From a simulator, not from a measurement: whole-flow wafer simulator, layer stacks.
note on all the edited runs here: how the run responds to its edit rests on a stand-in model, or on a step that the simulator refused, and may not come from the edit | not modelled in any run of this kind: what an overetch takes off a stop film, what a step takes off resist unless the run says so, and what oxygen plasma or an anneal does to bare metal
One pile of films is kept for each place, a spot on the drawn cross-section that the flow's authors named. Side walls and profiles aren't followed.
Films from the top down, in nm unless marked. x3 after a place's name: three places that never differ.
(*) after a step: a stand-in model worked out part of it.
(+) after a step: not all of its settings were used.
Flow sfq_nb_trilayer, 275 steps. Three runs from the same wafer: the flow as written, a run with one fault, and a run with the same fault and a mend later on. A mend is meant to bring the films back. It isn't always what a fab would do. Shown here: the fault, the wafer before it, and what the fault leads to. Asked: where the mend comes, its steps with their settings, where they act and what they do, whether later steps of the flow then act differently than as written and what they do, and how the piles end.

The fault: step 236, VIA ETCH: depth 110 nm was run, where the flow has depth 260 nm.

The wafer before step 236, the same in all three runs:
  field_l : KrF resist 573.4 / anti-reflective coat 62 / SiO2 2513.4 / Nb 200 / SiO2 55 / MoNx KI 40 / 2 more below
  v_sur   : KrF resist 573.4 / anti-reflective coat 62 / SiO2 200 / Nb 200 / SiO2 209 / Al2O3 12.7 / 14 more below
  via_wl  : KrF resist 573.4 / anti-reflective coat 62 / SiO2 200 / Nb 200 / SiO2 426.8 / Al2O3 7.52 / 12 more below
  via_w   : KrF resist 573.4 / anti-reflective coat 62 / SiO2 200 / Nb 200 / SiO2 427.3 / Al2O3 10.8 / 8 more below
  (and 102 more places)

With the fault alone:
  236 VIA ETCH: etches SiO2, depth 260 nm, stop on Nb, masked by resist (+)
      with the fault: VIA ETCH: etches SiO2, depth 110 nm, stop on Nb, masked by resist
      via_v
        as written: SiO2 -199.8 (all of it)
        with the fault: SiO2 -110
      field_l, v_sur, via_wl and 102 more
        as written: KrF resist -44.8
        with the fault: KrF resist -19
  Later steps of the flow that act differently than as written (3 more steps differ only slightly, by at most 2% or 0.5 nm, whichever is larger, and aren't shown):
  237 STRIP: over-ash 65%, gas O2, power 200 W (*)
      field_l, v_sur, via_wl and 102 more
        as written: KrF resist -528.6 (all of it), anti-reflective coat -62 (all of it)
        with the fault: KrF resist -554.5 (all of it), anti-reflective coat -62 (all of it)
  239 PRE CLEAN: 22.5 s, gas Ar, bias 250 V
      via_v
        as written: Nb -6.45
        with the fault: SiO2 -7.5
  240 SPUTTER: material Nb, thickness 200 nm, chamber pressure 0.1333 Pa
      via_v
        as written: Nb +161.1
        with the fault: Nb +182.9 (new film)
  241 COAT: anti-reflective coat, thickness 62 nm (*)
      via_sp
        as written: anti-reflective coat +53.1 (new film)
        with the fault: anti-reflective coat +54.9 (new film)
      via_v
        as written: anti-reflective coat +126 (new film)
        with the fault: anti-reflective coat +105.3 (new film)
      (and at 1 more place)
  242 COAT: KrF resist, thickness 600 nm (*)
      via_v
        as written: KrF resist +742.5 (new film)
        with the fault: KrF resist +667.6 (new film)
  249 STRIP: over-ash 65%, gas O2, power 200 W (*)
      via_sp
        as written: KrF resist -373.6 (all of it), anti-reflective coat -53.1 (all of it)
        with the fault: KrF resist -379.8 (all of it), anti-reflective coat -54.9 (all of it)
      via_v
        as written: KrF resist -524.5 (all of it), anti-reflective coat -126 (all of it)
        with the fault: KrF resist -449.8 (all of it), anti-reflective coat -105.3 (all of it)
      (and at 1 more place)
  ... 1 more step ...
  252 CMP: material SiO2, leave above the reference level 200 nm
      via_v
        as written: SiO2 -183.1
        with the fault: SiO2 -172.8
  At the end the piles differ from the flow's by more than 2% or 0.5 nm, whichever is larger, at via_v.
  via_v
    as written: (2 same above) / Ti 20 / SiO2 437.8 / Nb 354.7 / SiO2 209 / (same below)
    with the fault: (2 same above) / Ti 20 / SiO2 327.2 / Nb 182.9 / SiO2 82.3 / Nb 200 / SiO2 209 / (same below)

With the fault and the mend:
  The mend comes after step 237.
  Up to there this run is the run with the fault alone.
  237a COAT: anti-reflective coat, thickness 62 nm (*) (the flow's step 229 once more)
      p4_fl x3, p4_w1 x9, p4_g1 x2 and 63 more
        anti-reflective coat +62 (new film)
      ce_r, sp_r, be_r and 12 more
        anti-reflective coat +61.9 (new film)
      field_l, v_sur, gap, jj_sur, ce_l, c5j
        anti-reflective coat +61.8 (new film)
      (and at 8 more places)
  237b COAT: KrF resist, thickness 650 nm (*) (the flow's step 230 once more)
      p4_fl x3, p4_w1 x9, p4_g1 x2 and 63 more
        KrF resist +650 (new film)
      r_end, moat, field_r, lsp_l, ln_m5, lsp_m
        KrF resist +649.7 (new film)
      ln_m6, lsp_r, l0_sur, l0v
        KrF resist +649.8 (new film)
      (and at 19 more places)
  237c SOFTBAKE: KrF resist (the flow's step 231 once more)
      changes no film at any place that is followed
  237d EXPOSE: photomask I6, dose 11.91 mJ/cm2, NA 0.6, wavelength 248 nm (*) (the flow's step 232 once more)
      changes no film at any place that is followed
  237e PEB: KrF resist, 90 s (the flow's step 233 once more)
      via_sp, wire, jj_sur and 94 more
        KrF resist -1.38
      field_l, v_sur, via_wl, via_w, via_wr, be, be_sur, gap
        KrF resist -1.37
      via_v
        KrF resist -1.52
  237f DEVELOP: KrF resist, thickness 650 nm, 60 s (the flow's step 234 once more)
      field_l, v_sur, via_wl and 102 more
        KrF resist -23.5
      via_v
        KrF resist -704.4 (all of it)
  237g VIA ETCH: etches anti-reflective coat, depth 125 nm, masked by resist (+) (the flow's step 235 once more)
      field_l, v_sur, via_wl and 102 more
        KrF resist -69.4
      via_v
        anti-reflective coat -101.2 (all of it), SiO2 -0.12
  237h VIA ETCH: etches SiO2, depth 150 nm, stop on Nb, masked by resist (+) (the flow's step 236 once more, with other settings)
      field_l, v_sur, via_wl and 102 more
        KrF resist -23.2
      via_v
        SiO2 -89.7 (all of it)
  237i STRIP: over-ash 65%, gas O2, power 200 W (*) (the flow's step 237 once more)
      p4_fl x3, p4_w1 x9, p4_g1 x2 and 63 more
        KrF resist -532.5 (all of it), anti-reflective coat -62 (all of it)
      field_r, lsp_l, ln_m5, lsp_m, ln_m6, lsp_r, l0_sur, l0v
        KrF resist -532.2 (all of it), anti-reflective coat -61.9 (all of it)
      res, r_end, moat
        KrF resist -532.1 (all of it), anti-reflective coat -61.9 (all of it)
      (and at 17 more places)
  No later step of the flow acts differently than as written at any place that is followed.
  At the end the piles are the same as the flow's at every place that both follow.
